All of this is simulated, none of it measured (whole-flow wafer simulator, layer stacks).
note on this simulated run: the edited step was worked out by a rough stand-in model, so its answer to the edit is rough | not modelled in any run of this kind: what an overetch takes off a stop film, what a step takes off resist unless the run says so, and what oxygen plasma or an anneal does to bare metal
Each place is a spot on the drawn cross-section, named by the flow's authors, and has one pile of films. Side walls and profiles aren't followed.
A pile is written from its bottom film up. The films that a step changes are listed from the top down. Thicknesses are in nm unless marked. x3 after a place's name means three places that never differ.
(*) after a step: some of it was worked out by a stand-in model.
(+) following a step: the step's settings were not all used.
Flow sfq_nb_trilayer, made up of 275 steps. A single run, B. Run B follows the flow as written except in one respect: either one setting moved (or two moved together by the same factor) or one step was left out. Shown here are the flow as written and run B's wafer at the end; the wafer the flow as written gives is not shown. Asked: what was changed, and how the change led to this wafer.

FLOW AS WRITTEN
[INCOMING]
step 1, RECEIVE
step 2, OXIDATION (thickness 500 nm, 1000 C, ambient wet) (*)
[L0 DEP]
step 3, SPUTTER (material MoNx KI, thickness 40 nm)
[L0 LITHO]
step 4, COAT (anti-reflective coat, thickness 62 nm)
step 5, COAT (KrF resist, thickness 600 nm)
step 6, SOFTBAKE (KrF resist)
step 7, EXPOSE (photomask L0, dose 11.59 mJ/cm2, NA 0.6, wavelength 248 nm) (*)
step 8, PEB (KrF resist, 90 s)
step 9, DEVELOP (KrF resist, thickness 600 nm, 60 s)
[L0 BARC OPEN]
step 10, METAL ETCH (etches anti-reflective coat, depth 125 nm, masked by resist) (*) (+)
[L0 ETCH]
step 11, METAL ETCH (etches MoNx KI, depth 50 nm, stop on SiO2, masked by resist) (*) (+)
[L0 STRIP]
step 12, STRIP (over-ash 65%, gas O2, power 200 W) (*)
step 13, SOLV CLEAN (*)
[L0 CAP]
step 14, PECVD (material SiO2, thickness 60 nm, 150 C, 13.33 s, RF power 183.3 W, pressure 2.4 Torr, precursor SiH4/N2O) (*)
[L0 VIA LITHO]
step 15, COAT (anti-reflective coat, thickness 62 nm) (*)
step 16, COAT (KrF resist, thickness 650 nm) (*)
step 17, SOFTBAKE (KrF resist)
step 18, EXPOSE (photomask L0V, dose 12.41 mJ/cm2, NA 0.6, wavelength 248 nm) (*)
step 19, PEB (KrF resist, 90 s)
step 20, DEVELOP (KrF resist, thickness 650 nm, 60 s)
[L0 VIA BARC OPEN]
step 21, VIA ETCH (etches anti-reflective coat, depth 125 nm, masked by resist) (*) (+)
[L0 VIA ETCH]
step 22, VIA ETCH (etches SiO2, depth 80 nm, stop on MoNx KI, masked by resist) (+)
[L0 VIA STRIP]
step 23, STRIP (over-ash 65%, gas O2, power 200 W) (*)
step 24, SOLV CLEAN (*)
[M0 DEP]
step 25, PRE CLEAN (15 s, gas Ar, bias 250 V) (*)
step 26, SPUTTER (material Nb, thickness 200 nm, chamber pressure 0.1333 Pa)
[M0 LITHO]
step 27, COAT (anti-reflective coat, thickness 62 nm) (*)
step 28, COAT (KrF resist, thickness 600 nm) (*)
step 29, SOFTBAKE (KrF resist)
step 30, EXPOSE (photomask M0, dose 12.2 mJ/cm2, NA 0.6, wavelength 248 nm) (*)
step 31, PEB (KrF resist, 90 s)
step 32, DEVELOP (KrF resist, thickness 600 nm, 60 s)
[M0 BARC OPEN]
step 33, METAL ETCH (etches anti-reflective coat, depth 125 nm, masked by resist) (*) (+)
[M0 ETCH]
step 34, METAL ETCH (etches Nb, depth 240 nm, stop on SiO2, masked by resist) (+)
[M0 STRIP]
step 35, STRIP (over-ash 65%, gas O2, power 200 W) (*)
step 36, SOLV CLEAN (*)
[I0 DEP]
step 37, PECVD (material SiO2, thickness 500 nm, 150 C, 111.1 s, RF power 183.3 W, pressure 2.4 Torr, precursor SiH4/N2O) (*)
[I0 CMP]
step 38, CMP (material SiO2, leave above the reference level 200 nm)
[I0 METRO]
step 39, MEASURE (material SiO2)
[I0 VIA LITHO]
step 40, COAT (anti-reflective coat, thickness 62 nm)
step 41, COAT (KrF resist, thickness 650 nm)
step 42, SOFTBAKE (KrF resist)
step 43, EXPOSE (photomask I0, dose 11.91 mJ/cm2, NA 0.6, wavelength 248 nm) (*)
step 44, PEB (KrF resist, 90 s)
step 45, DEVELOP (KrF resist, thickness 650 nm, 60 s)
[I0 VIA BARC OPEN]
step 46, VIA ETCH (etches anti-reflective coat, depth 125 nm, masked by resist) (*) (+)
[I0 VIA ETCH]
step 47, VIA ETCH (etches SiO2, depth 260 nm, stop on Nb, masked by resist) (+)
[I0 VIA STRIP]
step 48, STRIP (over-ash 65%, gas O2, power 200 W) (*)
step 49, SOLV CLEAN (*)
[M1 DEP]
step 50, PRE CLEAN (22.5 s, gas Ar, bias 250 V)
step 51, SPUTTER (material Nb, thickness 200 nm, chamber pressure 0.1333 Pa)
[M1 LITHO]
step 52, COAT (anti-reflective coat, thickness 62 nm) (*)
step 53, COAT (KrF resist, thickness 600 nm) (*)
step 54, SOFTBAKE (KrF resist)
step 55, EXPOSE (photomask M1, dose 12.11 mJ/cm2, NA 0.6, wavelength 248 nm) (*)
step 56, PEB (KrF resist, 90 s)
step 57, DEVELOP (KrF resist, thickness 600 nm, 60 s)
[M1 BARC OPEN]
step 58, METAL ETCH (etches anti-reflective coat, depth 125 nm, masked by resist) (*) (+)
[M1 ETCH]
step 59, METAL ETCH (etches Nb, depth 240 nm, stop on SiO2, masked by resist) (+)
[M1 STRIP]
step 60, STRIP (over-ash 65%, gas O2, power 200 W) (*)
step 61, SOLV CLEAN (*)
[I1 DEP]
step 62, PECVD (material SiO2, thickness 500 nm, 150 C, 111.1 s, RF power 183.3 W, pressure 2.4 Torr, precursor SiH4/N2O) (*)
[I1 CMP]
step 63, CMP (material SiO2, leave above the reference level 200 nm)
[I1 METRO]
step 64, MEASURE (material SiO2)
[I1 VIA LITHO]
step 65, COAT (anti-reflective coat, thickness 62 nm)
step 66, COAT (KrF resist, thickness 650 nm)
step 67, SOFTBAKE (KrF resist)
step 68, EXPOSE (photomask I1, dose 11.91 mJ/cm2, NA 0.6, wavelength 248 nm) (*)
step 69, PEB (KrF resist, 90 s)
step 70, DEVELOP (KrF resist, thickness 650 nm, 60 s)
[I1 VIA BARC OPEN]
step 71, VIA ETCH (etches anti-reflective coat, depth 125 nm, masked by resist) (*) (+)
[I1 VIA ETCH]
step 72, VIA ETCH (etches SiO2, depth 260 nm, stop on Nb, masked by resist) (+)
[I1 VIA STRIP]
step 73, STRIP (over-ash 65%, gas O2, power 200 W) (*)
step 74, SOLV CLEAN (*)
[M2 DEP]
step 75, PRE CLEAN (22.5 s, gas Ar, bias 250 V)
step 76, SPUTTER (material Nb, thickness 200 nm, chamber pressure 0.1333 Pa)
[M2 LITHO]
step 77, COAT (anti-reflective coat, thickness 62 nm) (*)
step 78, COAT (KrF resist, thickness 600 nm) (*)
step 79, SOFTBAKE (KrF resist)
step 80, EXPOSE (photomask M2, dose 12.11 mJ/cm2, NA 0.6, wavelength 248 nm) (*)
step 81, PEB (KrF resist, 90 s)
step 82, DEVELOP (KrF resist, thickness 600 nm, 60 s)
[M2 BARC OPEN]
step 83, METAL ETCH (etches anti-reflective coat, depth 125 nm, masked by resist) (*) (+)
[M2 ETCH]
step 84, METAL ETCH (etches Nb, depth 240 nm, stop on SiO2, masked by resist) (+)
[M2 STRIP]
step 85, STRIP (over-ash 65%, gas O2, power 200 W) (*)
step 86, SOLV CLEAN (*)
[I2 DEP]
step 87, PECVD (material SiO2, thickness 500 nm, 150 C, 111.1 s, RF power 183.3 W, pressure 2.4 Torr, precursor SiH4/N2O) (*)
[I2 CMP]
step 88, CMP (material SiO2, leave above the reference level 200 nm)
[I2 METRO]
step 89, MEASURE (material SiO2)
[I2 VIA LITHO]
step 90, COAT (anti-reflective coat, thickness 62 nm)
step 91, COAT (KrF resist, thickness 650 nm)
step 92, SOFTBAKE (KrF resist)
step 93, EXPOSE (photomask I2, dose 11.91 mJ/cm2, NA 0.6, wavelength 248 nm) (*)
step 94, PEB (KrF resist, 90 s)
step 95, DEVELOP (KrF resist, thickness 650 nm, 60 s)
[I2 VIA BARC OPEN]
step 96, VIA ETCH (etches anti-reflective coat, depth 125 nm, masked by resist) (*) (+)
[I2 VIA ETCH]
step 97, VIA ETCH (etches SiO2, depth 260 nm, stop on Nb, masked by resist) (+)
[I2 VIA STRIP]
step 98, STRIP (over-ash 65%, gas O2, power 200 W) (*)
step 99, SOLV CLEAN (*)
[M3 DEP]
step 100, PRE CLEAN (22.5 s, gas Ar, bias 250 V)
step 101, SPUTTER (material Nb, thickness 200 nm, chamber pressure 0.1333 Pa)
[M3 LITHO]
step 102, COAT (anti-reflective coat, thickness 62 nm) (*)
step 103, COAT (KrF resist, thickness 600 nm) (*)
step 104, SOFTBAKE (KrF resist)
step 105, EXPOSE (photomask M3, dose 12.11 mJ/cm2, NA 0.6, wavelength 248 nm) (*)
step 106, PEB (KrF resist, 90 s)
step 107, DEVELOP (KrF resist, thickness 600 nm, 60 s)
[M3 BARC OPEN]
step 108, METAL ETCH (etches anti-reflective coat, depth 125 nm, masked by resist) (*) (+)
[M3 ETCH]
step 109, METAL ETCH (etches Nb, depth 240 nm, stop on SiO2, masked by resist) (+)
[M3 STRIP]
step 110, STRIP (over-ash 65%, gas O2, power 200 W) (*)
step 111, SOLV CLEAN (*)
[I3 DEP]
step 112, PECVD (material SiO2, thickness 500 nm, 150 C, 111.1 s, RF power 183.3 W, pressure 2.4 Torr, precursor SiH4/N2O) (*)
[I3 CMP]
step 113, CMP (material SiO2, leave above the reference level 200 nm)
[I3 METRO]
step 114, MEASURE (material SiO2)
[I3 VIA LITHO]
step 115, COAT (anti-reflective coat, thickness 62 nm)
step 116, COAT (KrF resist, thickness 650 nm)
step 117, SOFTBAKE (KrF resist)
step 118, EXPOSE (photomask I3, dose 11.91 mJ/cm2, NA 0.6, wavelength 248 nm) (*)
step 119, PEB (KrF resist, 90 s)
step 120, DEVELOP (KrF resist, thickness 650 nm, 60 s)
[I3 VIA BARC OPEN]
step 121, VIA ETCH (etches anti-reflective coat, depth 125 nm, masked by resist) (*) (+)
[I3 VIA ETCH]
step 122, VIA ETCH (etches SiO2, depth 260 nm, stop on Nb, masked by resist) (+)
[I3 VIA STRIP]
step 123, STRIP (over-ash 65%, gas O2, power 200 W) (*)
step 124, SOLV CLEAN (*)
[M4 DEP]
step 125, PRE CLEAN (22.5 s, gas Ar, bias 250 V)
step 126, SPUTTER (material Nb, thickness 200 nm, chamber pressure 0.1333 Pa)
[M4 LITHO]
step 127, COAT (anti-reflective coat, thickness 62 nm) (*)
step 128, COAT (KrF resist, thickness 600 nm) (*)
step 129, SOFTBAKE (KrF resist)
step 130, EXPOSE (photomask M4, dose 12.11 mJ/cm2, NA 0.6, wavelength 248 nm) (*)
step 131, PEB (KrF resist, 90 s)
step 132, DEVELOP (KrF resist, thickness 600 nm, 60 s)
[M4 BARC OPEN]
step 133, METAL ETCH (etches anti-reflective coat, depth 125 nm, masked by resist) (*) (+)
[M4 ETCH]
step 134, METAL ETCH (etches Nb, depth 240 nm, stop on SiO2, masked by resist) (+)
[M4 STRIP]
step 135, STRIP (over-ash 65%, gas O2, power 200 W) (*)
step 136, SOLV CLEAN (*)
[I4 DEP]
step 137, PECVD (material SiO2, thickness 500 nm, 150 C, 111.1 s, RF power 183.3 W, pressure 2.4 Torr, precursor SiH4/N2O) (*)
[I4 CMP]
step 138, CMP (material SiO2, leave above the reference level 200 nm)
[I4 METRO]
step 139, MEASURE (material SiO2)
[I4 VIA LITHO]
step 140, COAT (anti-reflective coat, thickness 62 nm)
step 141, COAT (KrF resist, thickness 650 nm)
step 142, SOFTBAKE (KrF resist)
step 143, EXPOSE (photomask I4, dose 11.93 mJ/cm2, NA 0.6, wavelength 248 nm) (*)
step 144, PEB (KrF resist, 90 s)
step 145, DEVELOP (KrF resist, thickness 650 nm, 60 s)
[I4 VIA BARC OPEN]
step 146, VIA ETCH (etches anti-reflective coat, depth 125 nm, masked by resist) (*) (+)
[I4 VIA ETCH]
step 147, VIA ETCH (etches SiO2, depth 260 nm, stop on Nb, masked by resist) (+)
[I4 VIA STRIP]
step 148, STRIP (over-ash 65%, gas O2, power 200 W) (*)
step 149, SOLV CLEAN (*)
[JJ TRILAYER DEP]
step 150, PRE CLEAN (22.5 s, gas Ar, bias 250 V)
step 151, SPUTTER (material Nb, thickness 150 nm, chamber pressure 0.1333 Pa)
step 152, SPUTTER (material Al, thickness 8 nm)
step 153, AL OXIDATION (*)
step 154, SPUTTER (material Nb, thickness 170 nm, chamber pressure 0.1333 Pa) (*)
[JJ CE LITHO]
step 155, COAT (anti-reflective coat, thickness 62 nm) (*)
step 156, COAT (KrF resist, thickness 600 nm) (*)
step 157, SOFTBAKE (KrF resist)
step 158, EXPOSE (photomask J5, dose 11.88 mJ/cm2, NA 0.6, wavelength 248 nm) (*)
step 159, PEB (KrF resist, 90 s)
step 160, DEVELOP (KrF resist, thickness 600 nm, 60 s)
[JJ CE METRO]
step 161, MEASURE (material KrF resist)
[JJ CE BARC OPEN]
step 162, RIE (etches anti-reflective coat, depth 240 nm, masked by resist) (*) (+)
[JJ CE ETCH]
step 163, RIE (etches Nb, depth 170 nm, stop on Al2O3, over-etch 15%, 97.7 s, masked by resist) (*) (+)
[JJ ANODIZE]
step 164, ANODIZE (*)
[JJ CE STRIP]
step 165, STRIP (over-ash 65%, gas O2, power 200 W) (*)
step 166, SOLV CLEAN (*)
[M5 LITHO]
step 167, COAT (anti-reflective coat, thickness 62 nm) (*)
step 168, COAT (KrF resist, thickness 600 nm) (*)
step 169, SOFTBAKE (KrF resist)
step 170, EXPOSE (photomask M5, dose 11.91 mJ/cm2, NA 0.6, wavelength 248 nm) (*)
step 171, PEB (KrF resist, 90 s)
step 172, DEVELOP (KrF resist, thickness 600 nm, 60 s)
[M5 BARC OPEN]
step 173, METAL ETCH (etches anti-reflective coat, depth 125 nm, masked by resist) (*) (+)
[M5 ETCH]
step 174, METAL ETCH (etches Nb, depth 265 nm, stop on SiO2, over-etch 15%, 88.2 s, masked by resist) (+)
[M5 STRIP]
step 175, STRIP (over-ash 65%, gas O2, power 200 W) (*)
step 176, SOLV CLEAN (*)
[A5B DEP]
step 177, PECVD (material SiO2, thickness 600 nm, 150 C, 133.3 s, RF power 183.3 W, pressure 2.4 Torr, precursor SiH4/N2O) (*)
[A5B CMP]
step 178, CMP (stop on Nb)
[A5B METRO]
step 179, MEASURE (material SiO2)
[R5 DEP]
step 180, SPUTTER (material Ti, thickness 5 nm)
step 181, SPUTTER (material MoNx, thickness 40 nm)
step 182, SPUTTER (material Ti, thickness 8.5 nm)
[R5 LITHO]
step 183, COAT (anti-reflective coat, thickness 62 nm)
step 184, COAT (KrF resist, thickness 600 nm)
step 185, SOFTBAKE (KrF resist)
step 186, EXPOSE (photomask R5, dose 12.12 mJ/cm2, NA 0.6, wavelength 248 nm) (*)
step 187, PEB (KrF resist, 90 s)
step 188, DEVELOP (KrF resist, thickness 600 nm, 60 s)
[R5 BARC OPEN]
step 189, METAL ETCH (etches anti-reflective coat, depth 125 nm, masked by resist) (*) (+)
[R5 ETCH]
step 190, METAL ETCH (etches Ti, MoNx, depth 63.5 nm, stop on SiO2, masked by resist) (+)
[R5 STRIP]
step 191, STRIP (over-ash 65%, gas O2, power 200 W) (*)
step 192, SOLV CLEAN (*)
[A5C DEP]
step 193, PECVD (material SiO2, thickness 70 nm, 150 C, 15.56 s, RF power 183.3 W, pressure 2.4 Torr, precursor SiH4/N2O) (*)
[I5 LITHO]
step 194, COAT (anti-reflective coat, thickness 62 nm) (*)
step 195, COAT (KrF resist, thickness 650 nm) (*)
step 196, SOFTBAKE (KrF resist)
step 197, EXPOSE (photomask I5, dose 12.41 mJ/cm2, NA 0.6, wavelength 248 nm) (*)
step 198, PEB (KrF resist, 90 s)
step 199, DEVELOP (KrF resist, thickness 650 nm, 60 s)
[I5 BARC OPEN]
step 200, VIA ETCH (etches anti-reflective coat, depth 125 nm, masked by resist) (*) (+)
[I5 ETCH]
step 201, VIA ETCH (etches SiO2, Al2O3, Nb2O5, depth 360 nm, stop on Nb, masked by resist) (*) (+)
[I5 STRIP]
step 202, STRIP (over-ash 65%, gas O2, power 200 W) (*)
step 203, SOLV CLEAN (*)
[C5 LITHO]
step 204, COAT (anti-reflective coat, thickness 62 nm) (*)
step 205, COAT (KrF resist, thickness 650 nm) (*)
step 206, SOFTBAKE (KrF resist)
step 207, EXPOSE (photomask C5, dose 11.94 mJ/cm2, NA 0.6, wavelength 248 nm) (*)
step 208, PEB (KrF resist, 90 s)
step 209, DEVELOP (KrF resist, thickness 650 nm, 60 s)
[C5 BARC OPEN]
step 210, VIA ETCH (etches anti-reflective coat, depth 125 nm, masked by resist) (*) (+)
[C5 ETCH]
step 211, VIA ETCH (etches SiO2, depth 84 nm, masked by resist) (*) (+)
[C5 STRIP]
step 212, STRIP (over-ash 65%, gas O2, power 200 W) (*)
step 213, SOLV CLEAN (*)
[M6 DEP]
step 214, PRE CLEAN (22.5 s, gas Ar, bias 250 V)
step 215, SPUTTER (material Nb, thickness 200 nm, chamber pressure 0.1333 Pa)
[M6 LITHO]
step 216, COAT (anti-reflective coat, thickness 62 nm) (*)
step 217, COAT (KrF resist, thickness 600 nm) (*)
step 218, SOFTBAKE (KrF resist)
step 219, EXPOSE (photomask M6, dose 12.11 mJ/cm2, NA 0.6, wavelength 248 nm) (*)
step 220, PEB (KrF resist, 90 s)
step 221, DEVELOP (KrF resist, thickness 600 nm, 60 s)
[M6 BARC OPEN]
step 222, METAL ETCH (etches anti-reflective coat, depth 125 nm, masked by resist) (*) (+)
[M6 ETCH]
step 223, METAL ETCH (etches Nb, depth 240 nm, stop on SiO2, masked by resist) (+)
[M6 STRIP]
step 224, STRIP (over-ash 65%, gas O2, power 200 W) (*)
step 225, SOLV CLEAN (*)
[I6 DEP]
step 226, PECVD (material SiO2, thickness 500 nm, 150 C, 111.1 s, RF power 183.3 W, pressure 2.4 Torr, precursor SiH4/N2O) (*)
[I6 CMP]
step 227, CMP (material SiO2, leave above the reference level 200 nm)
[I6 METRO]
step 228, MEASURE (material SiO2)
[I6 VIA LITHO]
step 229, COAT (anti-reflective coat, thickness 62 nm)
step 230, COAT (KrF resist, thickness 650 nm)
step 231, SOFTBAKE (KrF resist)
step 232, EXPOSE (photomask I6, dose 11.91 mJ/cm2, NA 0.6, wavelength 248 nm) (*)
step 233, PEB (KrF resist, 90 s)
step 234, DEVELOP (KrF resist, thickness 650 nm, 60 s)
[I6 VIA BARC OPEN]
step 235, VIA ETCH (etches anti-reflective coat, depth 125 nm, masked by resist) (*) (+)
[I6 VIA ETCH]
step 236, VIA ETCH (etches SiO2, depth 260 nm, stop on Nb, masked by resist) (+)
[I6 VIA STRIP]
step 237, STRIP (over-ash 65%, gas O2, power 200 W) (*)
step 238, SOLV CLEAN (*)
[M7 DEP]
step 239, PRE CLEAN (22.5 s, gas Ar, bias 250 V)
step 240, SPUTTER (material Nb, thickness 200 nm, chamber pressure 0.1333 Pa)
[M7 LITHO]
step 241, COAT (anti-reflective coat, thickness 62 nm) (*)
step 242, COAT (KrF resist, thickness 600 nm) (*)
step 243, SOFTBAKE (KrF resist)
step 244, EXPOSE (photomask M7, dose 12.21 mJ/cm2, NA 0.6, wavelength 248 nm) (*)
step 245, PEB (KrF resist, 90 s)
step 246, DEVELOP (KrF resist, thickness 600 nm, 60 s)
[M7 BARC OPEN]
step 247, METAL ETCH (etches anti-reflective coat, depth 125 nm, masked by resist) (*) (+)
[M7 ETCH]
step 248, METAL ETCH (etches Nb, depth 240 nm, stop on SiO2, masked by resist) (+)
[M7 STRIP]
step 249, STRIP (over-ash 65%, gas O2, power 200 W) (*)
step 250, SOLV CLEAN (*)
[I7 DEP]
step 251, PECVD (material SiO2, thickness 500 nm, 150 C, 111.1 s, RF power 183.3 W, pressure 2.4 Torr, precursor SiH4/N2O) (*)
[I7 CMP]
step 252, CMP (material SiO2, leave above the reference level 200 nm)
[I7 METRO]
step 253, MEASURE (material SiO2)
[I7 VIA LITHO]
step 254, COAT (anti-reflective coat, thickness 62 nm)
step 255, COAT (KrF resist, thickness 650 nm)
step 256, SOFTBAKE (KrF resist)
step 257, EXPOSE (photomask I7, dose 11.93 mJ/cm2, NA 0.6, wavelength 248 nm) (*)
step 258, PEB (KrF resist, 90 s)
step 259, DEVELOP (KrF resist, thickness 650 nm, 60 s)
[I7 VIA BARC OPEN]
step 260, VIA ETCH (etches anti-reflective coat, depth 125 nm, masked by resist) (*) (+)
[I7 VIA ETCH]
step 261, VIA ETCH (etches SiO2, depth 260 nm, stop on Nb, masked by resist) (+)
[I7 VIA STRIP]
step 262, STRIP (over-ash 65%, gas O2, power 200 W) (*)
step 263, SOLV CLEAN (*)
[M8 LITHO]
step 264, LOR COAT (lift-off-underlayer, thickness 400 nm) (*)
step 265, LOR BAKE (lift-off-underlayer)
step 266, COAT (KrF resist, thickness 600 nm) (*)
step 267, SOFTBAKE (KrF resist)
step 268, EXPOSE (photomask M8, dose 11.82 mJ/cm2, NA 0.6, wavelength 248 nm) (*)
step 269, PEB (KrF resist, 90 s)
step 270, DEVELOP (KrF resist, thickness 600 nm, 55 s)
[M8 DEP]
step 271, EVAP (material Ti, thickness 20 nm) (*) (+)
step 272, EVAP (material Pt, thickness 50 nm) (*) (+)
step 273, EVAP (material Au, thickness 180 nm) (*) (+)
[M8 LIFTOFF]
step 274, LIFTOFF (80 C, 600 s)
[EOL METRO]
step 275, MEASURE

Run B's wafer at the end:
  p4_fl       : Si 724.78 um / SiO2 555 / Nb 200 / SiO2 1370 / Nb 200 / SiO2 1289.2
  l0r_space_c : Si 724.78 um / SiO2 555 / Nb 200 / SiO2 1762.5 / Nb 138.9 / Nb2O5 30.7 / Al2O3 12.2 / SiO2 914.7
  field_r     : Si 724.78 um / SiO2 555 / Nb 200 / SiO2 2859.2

The reason: step 154, SPUTTER: thickness 83.3 nm was run, while the flow as written has thickness 170 nm.

The path from the change to this, step by step:
  step 154, SPUTTER (material Nb, thickness 170 nm, chamber pressure 0.1333 Pa) (*)
      field_l, v_sur, via_sp and 100 more: Nb gains 83.3 (new film) (it would be, as written: Nb gains 170 (new film))
      via_wl, via_wr: Nb gains 68.8 (new film) (it would be, as written: Nb gains 140.7 (new film))
      (and at 1 other place as well)
  step 155, COAT (anti-reflective coat, thickness 62 nm) (*)
      via_wl, via_wr: anti-reflective coat gains 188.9 (new film) (it would be, as written: anti-reflective coat gains 209.4 (new film))
      via_w: anti-reflective coat gains 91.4 (new film) (it would be, as written: anti-reflective coat gains 97.4 (new film))
  step 162, RIE (etches anti-reflective coat, depth 240 nm, masked by resist) (*) (+)
      ce_l, c5j, ce_r, wl_jj: KrF resist loses 188.9 (it would be, as written: KrF resist loses 209.4)
      via_wl, via_wr: anti-reflective coat loses 188.9 (all of it) (it would be, as written: anti-reflective coat loses 209.4 (all of it))
      (and at 1 other place as well)
  step 163, RIE (etches Nb, depth 170 nm, stop on Al2O3, over-etch 15%, 97.7 s, masked by resist) (*) (+)
      field_l, v_sur, via_sp and 96 more: Nb loses 83.3 (all of it), Al2O3 loses 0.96 (all of it) (it would be, as written: Nb loses 170 (all of it), Al2O3 loses 0.51)
      via_wl, via_wr: Nb loses 68.8 (all of it), Al2O3 loses 0.96 (all of it) (it would be, as written: Nb loses 140.7 (all of it), Al2O3 loses 0.96 (all of it))
      (and at 1 other place as well)
  step 164, ANODIZE (*)
      field_l, v_sur, via_sp and 96 more: Al2O3 gains 12.2 (new film), Nb2O5 gains 30.7 (new film), Al loses 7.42 (all of it), Nb loses 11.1 (it would be, as written: Al2O3 gains 12.2, Nb2O5 gains 29.9 (new film), Al loses 7.42 (all of it), Nb loses 10.8)
  step 165, STRIP (over-ash 65%, gas O2, power 200 W) (*)
      ce_l: KrF resist loses 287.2 (all of it), anti-reflective coat loses 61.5 (all of it) (it would be, as written: KrF resist loses 266.8 (all of it), anti-reflective coat loses 61.4 (all of it))
      c5j: KrF resist loses 287.3 (all of it), anti-reflective coat loses 61.5 (all of it) (it would be, as written: KrF resist loses 266.9 (all of it), anti-reflective coat loses 61.5 (all of it))
      (and at 2 other places as well)
  step 167, COAT (anti-reflective coat, thickness 62 nm) (*)
      wl_j_sl, wl_j_sr: anti-reflective coat gains 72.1 (new film) (it would be, as written: anti-reflective coat gains 83.3 (new film))
      gap: anti-reflective coat gains 61.2 (new film) (it would be, as written: anti-reflective coat gains 58.9 (new film))
      (and at 8 other places as well)
  step 168, COAT (KrF resist, thickness 600 nm) (*)
      ce_l: KrF resist gains 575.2 (new film) (it would be, as written: KrF resist gains 528.3 (new film))
      c5j: KrF resist gains 563.2 (new film) (it would be, as written: KrF resist gains 507.6 (new film))
      (and at 2 other places as well)
  step 173, METAL ETCH (etches anti-reflective coat, depth 125 nm, masked by resist) (*) (+)
      wl_a_sl: anti-reflective coat loses 62 (all of it) (it would be, as written: anti-reflective coat loses 59.7 (all of it), Al2O3 loses 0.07)
  step 174, METAL ETCH (etches Nb, depth 265 nm, stop on SiO2, over-etch 15%, 88.2 s, masked by resist) (+)
      field_l, r_sur, res and 50 more: Al2O3 loses 12.2 (all of it), Nb2O5 loses 30.7 (all of it), Nb loses 138.9 (all of it), SiO2 loses 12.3 (it would be, as written: Al2O3 loses 12.6 (all of it), Nb2O5 loses 29.9 (all of it), Nb loses 139.2 (all of it), SiO2 loses 12.3)
  step 175, STRIP (over-ash 65%, gas O2, power 200 W) (*)
      wl_j_sl, wl_j_sr: KrF resist loses 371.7 (all of it), anti-reflective coat loses 72.1 (all of it) (it would be, as written: KrF resist loses 378 (all of it), anti-reflective coat loses 83.3 (all of it))
      gap: KrF resist loses 373.8 (all of it), anti-reflective coat loses 61.2 (all of it) (it would be, as written: KrF resist loses 383.4 (all of it), anti-reflective coat loses 58.9 (all of it))
      (and at 7 other places as well)
  step 178, CMP (stop on Nb)
      v_sur, via_sp, via_v and 43 more: SiO2 loses 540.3 (it would be, as written: SiO2 loses 453.5)
      field_l, p4_fl, p4_fm and 39 more: SiO2 loses 346 (it would be, as written: SiO2 loses 259.3)
      (and at 14 other places as well)
  step 201, VIA ETCH (etches SiO2, Al2O3, Nb2O5, depth 360 nm, stop on Nb, masked by resist) (*) (+)
      be: SiO2 loses 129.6 (all of it), Al2O3 loses 12.2 (all of it), Nb2O5 loses 30.7 (all of it) (it would be, as written: SiO2 loses 216.4 (all of it), Al2O3 loses 12.7 (all of it), Nb2O5 loses 29.9 (all of it))
  step 204, COAT (anti-reflective coat, thickness 62 nm) (*)
      wire: anti-reflective coat gains 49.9 (new film) (it would be, as written: anti-reflective coat gains 47.4 (new film))
      be: anti-reflective coat gains 109.4 (new film) (it would be, as written: anti-reflective coat gains 122.2 (new film))
      (and at 1 other place as well)
  step 205, COAT (KrF resist, thickness 650 nm) (*)
      be: KrF resist gains 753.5 (new film) (it would be, as written: KrF resist gains 815.3 (new film))
  step 212, STRIP (over-ash 65%, gas O2, power 200 W) (*)
      wire: KrF resist loses 560.7 (all of it), anti-reflective coat loses 49.9 (all of it) (it would be, as written: KrF resist loses 555.8 (all of it), anti-reflective coat loses 47.4 (all of it))
      be: KrF resist loses 666.3 (all of it), anti-reflective coat loses 109.4 (all of it) (it would be, as written: KrF resist loses 728.2 (all of it), anti-reflective coat loses 122.2 (all of it))
      (and at 1 other place as well)
  ... 4 other steps ...
  step 226, PECVD (material SiO2, thickness 500 nm, 150 C, 111.1 s, RF power 183.3 W, pressure 2.4 Torr, precursor SiH4/N2O) (*)
      be: SiO2 gains 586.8 (new film) (it would be, as written: SiO2 gains 693.5 (new film))
